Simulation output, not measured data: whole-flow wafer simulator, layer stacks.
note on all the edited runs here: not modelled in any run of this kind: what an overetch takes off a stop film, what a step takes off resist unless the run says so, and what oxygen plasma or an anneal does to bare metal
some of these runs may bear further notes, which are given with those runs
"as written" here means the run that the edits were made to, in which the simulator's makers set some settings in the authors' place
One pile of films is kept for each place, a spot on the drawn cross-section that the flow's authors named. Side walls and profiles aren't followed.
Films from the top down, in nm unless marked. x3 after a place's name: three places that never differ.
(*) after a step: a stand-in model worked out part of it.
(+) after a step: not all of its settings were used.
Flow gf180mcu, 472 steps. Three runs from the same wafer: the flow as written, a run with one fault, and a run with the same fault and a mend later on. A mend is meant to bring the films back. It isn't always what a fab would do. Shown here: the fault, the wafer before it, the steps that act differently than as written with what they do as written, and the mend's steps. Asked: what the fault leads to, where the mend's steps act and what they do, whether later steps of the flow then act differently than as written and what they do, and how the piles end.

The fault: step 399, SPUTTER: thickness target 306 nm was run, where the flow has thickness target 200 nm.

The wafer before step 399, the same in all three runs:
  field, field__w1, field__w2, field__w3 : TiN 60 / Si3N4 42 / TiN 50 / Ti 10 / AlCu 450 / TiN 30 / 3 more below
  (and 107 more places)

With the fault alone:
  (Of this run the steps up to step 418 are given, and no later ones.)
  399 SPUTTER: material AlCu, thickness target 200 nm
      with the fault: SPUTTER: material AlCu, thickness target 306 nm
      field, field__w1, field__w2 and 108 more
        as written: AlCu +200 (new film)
        with the fault: AlCu +306 (new film)
  Later steps of the flow that act differently than as written (2 more steps differ only slightly, by at most 2% or 0.5 nm, whichever is larger, and aren't shown):
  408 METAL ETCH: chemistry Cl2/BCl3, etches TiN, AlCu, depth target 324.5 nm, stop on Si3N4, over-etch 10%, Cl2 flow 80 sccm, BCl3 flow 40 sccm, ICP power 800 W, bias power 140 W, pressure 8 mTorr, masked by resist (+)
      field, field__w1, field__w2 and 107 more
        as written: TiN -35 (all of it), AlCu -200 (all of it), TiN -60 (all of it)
        with the fault: TiN -35 (all of it), AlCu -289.5
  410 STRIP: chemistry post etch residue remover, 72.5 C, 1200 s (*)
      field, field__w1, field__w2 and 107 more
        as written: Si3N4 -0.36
        with the fault: AlCu -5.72
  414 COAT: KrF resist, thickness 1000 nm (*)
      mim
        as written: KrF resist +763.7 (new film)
        with the fault: KrF resist +737.4 (new film)
  After step 418 the piles differ from the flow's by more than 2% or 0.5 nm, whichever is larger, at field, field__w1, field__w2 and 109 more.
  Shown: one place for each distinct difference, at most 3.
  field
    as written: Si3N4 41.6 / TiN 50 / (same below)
    with the fault: AlCu 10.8 / TiN 60 / Si3N4 42 / TiN 50 / (same below)
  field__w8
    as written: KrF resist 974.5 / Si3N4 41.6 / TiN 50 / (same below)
    with the fault: KrF resist 974.5 / AlCu 10.8 / TiN 60 / Si3N4 42 / TiN 50 / (same below)
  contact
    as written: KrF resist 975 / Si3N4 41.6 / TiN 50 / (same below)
    with the fault: KrF resist 975 / AlCu 10.8 / TiN 60 / Si3N4 42 / TiN 50 / (same below)

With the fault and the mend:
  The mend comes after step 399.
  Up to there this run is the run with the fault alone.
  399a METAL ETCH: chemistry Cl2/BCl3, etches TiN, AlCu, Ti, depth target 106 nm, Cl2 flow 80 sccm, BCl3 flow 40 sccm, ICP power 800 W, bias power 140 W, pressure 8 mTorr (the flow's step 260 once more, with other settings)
      field, field__w1, field__w2 and 108 more
        AlCu -106
  No later step of the flow acts differently than as written at any place that is followed.
  At the end the piles are the same as the flow's at every place that both follow.
